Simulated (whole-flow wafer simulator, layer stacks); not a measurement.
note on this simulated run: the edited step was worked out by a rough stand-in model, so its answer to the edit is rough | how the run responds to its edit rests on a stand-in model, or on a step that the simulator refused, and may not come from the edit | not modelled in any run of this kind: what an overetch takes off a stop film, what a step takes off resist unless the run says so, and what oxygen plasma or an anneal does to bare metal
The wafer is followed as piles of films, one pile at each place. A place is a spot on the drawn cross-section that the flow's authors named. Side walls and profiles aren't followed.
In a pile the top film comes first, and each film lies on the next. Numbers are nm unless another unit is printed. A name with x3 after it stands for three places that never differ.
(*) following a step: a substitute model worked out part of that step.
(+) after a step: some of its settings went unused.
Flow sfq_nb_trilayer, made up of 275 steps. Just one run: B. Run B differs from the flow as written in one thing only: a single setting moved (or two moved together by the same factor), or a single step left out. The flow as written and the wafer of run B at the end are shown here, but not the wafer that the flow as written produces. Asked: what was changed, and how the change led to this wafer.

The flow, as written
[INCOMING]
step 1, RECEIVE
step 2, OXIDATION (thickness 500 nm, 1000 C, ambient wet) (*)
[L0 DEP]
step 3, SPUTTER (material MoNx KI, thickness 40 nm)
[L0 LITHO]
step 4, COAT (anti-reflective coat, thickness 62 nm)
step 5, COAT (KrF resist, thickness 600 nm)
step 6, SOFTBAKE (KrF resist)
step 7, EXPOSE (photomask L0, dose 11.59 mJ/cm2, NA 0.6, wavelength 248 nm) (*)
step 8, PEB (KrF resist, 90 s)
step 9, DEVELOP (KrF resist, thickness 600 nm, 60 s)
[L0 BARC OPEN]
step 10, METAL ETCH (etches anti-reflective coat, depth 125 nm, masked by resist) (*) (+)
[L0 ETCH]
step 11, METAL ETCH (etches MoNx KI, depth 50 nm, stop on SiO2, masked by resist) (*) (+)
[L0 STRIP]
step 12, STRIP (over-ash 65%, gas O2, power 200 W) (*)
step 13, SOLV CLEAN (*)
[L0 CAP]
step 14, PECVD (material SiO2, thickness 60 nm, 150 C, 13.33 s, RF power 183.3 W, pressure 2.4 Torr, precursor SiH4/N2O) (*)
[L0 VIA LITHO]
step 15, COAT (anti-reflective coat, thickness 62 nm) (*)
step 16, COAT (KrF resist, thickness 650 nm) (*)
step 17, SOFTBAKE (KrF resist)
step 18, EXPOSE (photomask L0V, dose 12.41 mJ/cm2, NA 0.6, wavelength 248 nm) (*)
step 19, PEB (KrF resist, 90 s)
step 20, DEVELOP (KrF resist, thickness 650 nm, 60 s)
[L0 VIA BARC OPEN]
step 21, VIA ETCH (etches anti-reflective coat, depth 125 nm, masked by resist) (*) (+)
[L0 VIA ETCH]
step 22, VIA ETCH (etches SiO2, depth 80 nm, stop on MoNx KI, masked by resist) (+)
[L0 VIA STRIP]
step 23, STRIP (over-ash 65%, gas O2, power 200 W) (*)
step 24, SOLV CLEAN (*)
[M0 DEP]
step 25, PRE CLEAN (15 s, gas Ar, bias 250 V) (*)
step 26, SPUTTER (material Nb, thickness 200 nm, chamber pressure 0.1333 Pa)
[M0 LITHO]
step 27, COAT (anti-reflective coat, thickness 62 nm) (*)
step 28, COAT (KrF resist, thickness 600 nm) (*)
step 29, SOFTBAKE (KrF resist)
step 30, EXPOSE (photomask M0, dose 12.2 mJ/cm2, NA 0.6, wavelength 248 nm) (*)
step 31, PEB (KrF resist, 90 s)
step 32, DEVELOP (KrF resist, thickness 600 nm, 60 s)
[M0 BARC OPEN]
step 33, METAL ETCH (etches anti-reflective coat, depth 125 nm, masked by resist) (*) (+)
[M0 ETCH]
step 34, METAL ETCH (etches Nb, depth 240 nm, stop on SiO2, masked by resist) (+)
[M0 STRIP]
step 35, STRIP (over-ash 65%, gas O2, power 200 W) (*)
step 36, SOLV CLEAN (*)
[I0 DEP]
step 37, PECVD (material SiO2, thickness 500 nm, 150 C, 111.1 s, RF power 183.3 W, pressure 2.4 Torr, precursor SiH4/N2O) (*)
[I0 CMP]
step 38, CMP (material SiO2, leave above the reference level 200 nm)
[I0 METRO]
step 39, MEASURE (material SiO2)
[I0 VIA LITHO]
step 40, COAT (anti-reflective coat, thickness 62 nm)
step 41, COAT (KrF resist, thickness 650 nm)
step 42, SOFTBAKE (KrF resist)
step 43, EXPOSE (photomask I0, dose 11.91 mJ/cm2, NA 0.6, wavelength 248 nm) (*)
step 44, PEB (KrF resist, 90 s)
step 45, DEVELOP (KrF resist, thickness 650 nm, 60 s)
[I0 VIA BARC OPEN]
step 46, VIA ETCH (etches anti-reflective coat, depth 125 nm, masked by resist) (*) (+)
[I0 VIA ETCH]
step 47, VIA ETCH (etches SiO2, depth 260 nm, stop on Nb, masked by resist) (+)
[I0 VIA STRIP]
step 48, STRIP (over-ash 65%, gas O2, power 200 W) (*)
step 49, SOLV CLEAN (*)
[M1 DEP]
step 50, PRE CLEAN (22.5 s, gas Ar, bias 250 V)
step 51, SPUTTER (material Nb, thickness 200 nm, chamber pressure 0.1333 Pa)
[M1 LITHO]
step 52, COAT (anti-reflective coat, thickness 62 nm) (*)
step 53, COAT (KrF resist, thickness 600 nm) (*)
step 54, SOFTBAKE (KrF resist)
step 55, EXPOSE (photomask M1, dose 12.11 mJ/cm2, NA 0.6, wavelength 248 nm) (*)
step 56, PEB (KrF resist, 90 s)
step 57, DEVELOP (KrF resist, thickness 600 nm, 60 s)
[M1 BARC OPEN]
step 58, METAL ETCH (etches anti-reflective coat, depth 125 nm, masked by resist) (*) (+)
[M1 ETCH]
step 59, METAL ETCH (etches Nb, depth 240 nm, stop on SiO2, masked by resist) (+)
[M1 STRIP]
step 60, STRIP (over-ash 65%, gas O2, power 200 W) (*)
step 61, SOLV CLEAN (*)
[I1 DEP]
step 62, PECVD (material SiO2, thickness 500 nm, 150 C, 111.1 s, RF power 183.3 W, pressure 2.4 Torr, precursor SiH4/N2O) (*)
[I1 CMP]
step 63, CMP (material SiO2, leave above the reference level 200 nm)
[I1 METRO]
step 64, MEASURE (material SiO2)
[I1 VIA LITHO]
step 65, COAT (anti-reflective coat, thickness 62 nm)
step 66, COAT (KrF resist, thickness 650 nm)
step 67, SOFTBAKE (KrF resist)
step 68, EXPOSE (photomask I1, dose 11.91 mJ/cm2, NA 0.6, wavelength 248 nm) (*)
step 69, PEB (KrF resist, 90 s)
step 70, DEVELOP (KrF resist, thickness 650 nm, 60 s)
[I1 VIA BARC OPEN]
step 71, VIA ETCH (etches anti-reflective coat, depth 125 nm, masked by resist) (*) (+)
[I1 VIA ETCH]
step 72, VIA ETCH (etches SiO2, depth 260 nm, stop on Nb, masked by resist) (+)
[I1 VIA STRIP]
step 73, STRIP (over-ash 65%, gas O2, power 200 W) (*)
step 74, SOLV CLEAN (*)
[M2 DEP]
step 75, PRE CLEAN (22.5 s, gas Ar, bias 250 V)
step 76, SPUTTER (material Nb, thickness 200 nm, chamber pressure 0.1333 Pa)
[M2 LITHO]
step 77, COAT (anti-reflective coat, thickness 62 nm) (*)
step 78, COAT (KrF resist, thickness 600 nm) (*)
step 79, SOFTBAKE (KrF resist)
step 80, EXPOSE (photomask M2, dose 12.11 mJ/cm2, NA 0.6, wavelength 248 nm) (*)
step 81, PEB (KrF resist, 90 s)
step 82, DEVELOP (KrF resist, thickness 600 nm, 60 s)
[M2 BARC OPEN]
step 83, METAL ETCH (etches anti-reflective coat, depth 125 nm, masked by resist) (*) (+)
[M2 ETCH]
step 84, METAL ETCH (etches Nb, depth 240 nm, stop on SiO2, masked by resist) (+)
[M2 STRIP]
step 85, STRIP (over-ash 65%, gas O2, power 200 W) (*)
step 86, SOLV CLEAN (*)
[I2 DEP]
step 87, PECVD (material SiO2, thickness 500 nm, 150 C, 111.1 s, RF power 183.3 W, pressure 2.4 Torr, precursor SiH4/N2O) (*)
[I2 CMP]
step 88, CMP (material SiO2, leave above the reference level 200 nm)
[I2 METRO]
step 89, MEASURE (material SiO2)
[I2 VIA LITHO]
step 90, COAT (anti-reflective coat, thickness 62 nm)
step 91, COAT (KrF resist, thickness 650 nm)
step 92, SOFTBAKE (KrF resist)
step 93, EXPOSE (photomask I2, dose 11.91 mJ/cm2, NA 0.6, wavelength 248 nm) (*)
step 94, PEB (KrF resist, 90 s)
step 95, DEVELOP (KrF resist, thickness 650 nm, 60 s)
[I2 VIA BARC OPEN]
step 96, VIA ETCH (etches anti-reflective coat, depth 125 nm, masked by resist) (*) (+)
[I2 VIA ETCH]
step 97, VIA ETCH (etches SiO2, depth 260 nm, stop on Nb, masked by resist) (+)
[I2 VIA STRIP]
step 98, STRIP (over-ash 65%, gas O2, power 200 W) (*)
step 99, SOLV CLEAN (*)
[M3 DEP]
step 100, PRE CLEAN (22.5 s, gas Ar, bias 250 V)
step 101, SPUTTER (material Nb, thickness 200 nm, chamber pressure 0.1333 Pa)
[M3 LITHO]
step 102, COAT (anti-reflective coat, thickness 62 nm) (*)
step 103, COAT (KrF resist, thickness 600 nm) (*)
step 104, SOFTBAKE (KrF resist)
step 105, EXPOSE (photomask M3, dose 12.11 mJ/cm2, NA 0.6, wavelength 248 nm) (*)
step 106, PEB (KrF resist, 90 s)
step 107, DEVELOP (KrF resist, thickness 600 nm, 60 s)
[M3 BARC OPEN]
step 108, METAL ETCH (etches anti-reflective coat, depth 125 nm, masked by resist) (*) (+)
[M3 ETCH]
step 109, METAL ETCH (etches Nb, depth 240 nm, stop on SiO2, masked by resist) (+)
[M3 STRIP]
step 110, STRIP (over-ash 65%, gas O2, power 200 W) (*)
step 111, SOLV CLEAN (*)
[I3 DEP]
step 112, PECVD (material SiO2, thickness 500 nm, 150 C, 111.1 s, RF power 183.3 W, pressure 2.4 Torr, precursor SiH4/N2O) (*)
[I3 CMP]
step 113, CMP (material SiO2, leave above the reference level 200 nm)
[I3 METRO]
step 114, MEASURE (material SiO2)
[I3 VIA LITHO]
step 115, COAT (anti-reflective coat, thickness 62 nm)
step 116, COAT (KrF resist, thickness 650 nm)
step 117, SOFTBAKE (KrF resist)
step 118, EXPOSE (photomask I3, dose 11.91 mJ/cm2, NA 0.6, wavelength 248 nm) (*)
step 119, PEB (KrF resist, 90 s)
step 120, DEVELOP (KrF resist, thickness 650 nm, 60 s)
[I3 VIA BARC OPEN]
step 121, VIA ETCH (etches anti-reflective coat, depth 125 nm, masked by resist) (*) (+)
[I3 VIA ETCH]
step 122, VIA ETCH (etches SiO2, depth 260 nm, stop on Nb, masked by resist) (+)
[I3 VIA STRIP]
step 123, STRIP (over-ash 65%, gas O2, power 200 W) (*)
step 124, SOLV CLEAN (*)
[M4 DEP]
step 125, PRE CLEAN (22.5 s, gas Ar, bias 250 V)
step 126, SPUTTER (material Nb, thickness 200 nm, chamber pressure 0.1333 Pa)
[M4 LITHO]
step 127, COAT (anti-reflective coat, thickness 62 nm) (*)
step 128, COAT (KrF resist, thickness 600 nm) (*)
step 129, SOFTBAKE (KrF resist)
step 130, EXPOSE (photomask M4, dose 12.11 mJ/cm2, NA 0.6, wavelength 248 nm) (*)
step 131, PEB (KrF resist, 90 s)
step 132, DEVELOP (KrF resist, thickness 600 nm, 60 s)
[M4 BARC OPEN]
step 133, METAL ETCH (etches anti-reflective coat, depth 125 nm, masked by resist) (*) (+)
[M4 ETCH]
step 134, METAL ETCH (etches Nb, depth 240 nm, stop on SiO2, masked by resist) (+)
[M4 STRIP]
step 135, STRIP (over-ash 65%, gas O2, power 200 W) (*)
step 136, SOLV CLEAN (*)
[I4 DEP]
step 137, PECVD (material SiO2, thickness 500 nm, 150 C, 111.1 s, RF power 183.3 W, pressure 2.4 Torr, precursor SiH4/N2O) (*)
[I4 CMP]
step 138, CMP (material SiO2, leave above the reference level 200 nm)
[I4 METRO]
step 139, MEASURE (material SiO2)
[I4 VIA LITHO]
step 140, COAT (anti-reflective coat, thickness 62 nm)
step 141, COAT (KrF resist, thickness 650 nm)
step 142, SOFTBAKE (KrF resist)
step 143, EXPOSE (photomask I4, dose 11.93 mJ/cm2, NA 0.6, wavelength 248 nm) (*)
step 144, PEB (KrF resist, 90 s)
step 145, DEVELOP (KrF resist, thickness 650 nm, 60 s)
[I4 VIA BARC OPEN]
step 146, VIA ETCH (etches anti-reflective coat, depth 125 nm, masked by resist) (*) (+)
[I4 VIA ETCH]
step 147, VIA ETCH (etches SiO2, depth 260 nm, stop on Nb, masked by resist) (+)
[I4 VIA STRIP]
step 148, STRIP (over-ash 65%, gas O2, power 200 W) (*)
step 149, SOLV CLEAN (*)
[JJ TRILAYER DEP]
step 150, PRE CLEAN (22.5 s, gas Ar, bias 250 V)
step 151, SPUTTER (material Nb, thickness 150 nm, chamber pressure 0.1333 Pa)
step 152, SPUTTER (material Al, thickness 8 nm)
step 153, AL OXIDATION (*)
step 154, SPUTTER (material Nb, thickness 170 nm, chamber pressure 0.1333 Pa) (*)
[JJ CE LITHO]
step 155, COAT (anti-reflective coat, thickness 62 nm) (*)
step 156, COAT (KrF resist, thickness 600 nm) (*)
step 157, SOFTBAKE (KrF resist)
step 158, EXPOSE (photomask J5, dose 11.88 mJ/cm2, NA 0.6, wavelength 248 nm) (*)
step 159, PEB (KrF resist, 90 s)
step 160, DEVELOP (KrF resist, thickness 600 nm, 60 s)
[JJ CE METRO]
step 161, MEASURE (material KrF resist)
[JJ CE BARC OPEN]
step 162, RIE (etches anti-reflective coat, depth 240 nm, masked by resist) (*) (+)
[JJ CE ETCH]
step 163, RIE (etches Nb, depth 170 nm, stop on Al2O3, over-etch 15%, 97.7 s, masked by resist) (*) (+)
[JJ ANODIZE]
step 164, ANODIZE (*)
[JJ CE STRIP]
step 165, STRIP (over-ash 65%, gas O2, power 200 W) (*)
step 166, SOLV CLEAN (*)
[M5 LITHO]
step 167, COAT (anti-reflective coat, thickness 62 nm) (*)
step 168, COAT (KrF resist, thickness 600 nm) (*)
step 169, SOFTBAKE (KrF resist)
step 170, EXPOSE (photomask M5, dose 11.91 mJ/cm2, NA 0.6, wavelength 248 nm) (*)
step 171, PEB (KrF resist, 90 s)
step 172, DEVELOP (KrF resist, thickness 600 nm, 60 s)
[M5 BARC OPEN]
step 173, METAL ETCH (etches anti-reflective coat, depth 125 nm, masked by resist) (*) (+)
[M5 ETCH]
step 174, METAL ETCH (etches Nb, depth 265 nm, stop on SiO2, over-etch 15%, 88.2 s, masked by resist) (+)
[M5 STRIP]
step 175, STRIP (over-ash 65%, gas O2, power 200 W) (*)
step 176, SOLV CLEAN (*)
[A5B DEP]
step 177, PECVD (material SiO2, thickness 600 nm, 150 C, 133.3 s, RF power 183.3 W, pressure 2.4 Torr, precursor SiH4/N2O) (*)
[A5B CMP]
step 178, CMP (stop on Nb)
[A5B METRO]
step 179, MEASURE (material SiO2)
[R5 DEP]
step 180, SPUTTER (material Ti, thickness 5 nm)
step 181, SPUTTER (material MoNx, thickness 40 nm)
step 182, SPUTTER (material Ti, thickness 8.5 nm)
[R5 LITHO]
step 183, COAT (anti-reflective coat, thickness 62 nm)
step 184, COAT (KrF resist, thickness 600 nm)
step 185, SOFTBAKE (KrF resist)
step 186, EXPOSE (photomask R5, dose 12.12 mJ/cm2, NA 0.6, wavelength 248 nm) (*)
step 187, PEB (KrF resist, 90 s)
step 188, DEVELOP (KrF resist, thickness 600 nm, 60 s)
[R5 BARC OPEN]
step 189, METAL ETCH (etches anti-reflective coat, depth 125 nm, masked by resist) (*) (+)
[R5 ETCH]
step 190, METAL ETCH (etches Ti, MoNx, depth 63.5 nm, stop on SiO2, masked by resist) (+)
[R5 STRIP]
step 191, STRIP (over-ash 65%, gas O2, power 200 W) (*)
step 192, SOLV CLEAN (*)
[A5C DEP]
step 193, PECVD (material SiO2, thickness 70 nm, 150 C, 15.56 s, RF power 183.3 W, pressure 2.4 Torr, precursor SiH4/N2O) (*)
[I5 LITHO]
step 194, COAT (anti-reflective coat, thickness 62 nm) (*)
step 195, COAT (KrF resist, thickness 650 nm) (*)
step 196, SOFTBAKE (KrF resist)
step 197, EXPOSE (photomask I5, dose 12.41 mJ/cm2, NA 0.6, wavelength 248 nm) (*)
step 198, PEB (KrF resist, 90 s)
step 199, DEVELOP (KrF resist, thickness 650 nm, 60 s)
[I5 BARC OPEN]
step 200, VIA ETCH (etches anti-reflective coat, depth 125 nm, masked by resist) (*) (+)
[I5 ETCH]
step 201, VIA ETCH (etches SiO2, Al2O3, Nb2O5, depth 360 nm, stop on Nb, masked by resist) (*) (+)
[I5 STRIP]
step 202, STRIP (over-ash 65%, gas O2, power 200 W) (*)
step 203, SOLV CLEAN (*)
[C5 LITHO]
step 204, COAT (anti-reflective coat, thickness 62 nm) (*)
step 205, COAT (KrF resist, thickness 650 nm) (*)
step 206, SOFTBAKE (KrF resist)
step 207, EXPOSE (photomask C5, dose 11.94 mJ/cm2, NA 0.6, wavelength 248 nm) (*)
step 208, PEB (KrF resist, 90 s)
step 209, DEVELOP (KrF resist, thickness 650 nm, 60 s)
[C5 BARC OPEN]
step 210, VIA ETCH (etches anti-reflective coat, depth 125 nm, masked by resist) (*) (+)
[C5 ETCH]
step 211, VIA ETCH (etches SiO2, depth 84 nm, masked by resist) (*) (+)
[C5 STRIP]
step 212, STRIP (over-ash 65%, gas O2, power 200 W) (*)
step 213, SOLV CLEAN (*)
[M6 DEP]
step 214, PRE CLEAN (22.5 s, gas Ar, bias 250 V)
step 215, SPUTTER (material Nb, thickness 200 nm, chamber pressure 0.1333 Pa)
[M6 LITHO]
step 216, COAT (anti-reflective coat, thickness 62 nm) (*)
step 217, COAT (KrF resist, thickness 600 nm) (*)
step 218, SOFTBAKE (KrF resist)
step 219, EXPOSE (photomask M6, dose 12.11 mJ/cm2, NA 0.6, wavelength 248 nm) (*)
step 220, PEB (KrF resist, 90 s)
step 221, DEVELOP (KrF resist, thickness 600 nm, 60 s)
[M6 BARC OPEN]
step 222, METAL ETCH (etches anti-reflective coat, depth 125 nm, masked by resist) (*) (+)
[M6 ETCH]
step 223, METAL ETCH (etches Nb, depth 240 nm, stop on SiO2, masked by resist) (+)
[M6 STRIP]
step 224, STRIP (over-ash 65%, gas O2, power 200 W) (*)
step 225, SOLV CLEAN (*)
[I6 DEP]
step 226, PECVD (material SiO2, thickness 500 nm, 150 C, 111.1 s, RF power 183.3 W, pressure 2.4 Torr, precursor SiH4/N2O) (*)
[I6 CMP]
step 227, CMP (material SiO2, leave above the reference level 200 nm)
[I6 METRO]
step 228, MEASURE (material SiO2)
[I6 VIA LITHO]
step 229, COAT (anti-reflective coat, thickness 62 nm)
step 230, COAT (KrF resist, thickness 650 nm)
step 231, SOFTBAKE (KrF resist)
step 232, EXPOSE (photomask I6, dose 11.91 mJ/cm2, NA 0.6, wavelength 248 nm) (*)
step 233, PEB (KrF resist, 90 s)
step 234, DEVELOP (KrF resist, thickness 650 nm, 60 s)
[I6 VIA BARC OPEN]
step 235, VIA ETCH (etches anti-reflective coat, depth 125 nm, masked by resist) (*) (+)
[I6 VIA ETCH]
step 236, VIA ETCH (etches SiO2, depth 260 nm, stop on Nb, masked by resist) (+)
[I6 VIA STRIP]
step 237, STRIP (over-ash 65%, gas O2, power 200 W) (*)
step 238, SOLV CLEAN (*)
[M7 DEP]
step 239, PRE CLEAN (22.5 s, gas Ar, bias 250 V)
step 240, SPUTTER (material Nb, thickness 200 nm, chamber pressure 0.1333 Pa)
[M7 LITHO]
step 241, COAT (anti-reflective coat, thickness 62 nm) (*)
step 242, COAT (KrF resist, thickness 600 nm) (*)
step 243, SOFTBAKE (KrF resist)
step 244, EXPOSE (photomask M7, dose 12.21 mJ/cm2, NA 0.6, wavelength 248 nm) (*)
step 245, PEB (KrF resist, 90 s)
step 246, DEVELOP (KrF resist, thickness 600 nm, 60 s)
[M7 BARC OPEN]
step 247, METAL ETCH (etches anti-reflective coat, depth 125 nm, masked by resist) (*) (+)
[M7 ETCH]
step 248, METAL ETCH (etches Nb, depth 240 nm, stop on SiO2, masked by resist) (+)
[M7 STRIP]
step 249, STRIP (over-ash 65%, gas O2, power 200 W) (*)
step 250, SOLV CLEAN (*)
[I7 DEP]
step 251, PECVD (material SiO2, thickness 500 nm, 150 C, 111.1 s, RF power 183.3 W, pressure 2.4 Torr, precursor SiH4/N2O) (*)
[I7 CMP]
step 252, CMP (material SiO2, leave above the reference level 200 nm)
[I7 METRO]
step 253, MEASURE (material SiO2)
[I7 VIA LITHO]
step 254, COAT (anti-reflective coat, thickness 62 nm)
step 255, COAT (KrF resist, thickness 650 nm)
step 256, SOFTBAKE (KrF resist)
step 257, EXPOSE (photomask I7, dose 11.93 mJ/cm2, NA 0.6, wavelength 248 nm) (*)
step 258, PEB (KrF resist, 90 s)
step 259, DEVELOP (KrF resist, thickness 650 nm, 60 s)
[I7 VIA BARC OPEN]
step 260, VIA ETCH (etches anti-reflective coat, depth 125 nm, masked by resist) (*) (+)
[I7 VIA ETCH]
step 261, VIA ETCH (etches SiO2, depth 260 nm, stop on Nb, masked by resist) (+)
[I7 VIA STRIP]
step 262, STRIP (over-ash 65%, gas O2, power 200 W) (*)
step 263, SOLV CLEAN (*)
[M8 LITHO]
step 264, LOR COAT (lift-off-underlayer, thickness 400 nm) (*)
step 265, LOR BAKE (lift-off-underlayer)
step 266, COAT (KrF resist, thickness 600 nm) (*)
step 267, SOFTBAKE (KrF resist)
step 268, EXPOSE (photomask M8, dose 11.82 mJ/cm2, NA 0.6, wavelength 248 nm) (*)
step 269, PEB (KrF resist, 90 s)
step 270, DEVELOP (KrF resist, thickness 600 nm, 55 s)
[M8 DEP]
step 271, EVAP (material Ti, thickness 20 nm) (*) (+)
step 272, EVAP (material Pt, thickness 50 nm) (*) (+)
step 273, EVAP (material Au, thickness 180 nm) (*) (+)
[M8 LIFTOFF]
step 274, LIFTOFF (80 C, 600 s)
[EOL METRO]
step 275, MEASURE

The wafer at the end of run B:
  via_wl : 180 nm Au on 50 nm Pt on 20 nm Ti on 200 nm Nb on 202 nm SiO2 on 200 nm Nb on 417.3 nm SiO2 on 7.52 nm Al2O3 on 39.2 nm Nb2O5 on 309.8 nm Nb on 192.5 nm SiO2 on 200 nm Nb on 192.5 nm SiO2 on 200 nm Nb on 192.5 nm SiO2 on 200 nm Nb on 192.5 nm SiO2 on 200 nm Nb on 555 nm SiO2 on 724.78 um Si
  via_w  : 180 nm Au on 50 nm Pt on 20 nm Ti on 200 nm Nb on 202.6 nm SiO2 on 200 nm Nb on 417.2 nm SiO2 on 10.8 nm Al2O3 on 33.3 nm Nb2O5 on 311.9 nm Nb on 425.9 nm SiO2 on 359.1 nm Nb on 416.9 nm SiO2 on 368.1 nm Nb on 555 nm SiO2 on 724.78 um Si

What caused this: step 177, PECVD: thickness 375 nm was run, while the flow as written has thickness 600 nm; step 177, PECVD: 83.33 s was run, where the flow has 133.3 s.

Step by step, how the change led to this:
  step 177, PECVD (material SiO2, thickness 600 nm, 150 C, 133.3 s, RF power 183.3 W, pressure 2.4 Torr, precursor SiH4/N2O) (*)
      v_sur, via_sp, via_v and 47 more: +375 SiO2 (new film) (in the flow as written it would be: +600 SiO2 (new film))
      field_l, p4_fl, p4_fm and 39 more: +375 SiO2 (in the flow as written it would be: +600 SiO2)
      (also at 14 further places)
  step 178, CMP (stop on Nb)
      via_wl, via_wr: nothing (in the flow as written it would be: -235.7 SiO2)
      via_w: nothing (in the flow as written it would be: -235.2 SiO2)
      (also at 103 further places)
  step 183, COAT (anti-reflective coat, thickness 62 nm)
      via_wl, via_wr: +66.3 anti-reflective coat (new film) (in the flow as written it would be: +62 anti-reflective coat (new film))
      v_sur: +60.3 anti-reflective coat (new film) (in the flow as written it would be: +62 anti-reflective coat (new film))
      (also at 1 further place)
  step 189, METAL ETCH (etches anti-reflective coat, depth 125 nm, masked by resist) (*) (+)
      via_wl, via_wr: -66.3 anti-reflective coat (all of it) (in the flow as written it would be: -62 anti-reflective coat (all of it))
      v_sur: -60.3 anti-reflective coat (all of it) (in the flow as written it would be: -62 anti-reflective coat (all of it))
      (also at 1 further place)
  step 194, COAT (anti-reflective coat, thickness 62 nm) (*)
      v_sur: +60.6 anti-reflective coat (new film) (in the flow as written it would be: +62.2 anti-reflective coat (new film))
      via_wl: +66.3 anti-reflective coat (new film) (in the flow as written it would be: +62.2 anti-reflective coat (new film))
      (also at 2 further places)
  step 202, STRIP (over-ash 65%, gas O2, power 200 W) (*)
      v_sur: -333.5 KrF resist (all of it), -60.6 anti-reflective coat (all of it) (in the flow as written it would be: -333.7 KrF resist (all of it), -62.2 anti-reflective coat (all of it))
      via_wl: -336.8 KrF resist (all of it), -66.3 anti-reflective coat (all of it) (in the flow as written it would be: -333.7 KrF resist (all of it), -62.2 anti-reflective coat (all of it))
      (also at 2 further places)
  step 204, COAT (anti-reflective coat, thickness 62 nm) (*)
      v_sur: +60 anti-reflective coat (new film) (in the flow as written it would be: +61.6 anti-reflective coat (new film))
      via_wl: +65.7 anti-reflective coat (new film) (in the flow as written it would be: +61.6 anti-reflective coat (new film))
      (also at 2 further places)
  step 212, STRIP (over-ash 65%, gas O2, power 200 W) (*)
      v_sur: -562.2 KrF resist (all of it), -60 anti-reflective coat (all of it) (in the flow as written it would be: -562.4 KrF resist (all of it), -61.6 anti-reflective coat (all of it))
      via_wl: -565.3 KrF resist (all of it), -65.7 anti-reflective coat (all of it) (in the flow as written it would be: -562.3 KrF resist (all of it), -61.6 anti-reflective coat (all of it))
      (also at 2 further places)
  step 216, COAT (anti-reflective coat, thickness 62 nm) (*)
      v_sur: +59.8 anti-reflective coat (new film) (in the flow as written it would be: +61.6 anti-reflective coat (new film))
      via_wl: +65.3 anti-reflective coat (new film) (in the flow as written it would be: +61.5 anti-reflective coat (new film))
      (also at 2 further places)
  step 224, STRIP (over-ash 65%, gas O2, power 200 W) (*)
      v_sur: -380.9 KrF resist (all of it), -59.8 anti-reflective coat (all of it) (in the flow as written it would be: -381.2 KrF resist (all of it), -61.6 anti-reflective coat (all of it))
      via_wl: -384.2 KrF resist (all of it), -65.3 anti-reflective coat (all of it) (in the flow as written it would be: -381 KrF resist (all of it), -61.5 anti-reflective coat (all of it))
      (also at 2 further places)
  step 227, CMP (material SiO2, leave above the reference level 200 nm)
      via_wl, via_wr: -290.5 SiO2 (in the flow as written it would be: -300 SiO2)
      via_w: -289.9 SiO2 (in the flow as written it would be: -300 SiO2)
